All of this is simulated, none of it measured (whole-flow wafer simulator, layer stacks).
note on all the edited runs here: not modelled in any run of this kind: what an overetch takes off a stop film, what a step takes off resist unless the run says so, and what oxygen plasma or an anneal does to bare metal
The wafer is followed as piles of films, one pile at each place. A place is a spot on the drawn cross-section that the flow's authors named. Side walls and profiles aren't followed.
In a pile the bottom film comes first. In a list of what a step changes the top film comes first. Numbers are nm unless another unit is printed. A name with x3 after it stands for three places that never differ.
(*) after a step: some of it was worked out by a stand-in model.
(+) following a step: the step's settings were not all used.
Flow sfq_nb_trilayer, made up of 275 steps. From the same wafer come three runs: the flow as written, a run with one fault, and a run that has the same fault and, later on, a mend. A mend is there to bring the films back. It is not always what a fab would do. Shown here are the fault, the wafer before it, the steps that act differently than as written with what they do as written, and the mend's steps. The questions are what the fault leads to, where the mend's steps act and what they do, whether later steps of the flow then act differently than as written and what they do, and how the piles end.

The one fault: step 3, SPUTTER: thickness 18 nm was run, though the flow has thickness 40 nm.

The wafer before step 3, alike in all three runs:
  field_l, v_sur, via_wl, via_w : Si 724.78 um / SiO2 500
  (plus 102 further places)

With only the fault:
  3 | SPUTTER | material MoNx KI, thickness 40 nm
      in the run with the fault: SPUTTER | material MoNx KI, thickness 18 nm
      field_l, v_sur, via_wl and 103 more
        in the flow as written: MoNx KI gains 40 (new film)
        in the run with the fault: MoNx KI gains 18 (new film)
  Steps later in the flow that act otherwise than as written (not shown: 8 more steps that differ only slightly, by at most 2% or 0.5 nm, whichever is larger):
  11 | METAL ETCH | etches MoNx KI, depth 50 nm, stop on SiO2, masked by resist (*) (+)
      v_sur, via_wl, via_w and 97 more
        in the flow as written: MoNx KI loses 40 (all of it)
        in the run with the fault: MoNx KI loses 18 (all of it)
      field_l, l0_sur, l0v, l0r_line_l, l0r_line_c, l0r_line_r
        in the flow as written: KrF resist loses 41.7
        in the run with the fault: KrF resist loses 22.5
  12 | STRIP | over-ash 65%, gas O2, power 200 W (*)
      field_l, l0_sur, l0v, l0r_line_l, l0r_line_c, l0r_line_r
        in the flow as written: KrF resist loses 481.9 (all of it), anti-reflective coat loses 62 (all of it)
        in the run with the fault: KrF resist loses 501.1 (all of it), anti-reflective coat loses 62 (all of it)
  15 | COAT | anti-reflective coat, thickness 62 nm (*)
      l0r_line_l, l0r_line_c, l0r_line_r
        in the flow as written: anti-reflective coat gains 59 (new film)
        in the run with the fault: anti-reflective coat gains 60.5 (new film)
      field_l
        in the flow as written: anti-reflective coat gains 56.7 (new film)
        in the run with the fault: anti-reflective coat gains 59.3 (new film)
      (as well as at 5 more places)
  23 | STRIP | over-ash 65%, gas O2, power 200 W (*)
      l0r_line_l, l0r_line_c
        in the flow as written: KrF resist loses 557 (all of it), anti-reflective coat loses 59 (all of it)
        in the run with the fault: KrF resist loses 558.5 (all of it), anti-reflective coat loses 60.5 (all of it)
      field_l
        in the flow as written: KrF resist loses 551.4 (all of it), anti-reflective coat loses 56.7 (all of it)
        in the run with the fault: KrF resist loses 556.1 (all of it), anti-reflective coat loses 59.3 (all of it)
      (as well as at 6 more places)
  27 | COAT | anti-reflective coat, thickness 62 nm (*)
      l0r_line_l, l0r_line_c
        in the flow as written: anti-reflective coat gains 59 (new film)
        in the run with the fault: anti-reflective coat gains 60.5 (new film)
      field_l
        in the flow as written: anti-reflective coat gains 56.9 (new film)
        in the run with the fault: anti-reflective coat gains 59.5 (new film)
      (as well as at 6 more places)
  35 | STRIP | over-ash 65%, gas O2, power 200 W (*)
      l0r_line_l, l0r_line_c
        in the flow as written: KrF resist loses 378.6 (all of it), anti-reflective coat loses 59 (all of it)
        in the run with the fault: KrF resist loses 380.7 (all of it), anti-reflective coat loses 60.5 (all of it)
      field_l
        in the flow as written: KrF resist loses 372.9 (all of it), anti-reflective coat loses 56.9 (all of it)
        in the run with the fault: KrF resist loses 378.1 (all of it), anti-reflective coat loses 59.5 (all of it)
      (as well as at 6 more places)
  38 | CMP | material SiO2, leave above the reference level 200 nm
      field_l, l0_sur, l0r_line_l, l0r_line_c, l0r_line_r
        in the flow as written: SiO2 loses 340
        in the run with the fault: SiO2 loses 318
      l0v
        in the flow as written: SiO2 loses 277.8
        in the run with the fault: SiO2 loses 255.8
  At field_l, l0_sur, l0v, l0r_line_l, l0r_line_c, l0r_line_r, the piles at the end differ from the flow's by more than 2% or 0.5 nm, whichever is larger.
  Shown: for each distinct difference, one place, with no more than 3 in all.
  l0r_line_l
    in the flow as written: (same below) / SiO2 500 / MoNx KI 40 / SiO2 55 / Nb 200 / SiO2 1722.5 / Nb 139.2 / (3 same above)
    in the run with the fault: (same below) / SiO2 500 / MoNx KI 18 / SiO2 55 / Nb 200 / SiO2 1744.5 / Nb 139.2 / (3 same above)
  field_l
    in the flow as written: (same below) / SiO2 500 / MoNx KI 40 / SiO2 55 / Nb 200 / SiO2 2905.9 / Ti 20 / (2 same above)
    in the run with the fault: (same below) / SiO2 500 / MoNx KI 18 / SiO2 55 / Nb 200 / SiO2 2927.9 / Ti 20 / (2 same above)
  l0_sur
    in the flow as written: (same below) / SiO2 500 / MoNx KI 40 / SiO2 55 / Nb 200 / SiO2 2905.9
    in the run with the fault: (same below) / SiO2 500 / MoNx KI 18 / SiO2 55 / Nb 200 / SiO2 2927.9

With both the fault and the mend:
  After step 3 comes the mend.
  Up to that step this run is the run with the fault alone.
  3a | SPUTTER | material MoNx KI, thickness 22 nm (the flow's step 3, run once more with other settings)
      field_l, v_sur, via_wl and 103 more
        MoNx KI gains 22
  Every later step of the flow that is run acts as written at every place that is followed.
  At every place that both follow, the piles at the end match the flow's.
